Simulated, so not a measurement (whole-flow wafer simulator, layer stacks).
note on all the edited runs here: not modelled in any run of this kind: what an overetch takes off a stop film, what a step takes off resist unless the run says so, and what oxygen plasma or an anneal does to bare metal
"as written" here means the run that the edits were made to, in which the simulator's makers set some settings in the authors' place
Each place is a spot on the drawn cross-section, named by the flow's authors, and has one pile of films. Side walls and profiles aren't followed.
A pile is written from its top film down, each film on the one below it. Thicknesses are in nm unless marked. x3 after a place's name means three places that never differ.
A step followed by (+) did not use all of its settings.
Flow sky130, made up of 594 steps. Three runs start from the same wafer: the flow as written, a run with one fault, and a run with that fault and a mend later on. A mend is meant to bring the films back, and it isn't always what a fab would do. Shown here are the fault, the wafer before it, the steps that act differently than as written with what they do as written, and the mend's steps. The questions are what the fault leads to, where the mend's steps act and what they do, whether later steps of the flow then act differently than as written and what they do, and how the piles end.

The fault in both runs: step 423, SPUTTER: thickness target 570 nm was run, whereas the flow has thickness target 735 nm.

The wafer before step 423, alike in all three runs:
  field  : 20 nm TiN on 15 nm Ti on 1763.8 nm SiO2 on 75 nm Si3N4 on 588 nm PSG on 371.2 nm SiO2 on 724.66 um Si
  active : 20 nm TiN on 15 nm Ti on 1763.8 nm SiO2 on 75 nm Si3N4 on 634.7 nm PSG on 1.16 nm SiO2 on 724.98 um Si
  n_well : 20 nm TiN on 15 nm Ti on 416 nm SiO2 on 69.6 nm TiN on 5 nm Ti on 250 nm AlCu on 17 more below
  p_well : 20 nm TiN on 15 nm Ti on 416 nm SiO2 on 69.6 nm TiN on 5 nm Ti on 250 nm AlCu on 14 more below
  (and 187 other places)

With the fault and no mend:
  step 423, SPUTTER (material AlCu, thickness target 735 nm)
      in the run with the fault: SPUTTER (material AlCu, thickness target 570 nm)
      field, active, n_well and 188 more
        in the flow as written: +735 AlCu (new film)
        in the run with the fault: +570 AlCu (new film)
  Steps later in the flow that act otherwise than as written (1 more step, not shown, differs only slightly: by at most 2% or 0.5 nm, whichever is larger):
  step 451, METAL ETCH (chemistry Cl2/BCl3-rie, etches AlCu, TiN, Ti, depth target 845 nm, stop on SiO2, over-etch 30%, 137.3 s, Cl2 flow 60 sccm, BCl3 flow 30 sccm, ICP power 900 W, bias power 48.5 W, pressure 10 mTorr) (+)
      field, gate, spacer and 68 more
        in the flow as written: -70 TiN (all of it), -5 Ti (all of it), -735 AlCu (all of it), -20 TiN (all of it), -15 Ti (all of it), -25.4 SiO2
        in the run with the fault: -70 TiN (all of it), -5 Ti (all of it), -570 AlCu (all of it), -20 TiN (all of it), -15 Ti (all of it), -41.9 SiO2
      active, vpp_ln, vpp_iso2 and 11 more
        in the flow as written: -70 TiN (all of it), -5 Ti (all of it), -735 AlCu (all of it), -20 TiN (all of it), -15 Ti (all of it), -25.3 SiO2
        in the run with the fault: -70 TiN (all of it), -5 Ti (all of it), -570 AlCu (all of it), -20 TiN (all of it), -15 Ti (all of it), -41.8 SiO2
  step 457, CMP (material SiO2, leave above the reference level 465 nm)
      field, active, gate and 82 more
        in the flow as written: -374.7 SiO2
        in the run with the fault: -523.2 SiO2
  By the end, the piles at field, active, n_well and 190 more depart from the flow's by more than 2% or 0.5 nm, whichever is larger.
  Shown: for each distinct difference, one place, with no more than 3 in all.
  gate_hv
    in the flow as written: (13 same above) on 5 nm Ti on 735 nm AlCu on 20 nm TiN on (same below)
    in the run with the fault: (13 same above) on 5 nm Ti on 570 nm AlCu on 20 nm TiN on (same below)
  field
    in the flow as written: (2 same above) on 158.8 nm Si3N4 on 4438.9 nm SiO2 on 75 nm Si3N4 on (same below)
    in the run with the fault: (2 same above) on 158.8 nm Si3N4 on 4273.9 nm SiO2 on 75 nm Si3N4 on (same below)
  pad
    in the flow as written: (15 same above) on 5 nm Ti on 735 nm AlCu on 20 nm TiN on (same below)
    in the run with the fault: (15 same above) on 5 nm Ti on 570 nm AlCu on 20 nm TiN on (same below)

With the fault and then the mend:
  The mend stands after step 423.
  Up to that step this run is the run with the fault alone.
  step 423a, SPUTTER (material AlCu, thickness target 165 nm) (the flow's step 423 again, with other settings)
      field, active, n_well and 188 more
        +165 AlCu
  Later steps of the flow that are run all act as written at every place that is followed.
  By the end, the piles equal the flow's at every place that both follow.
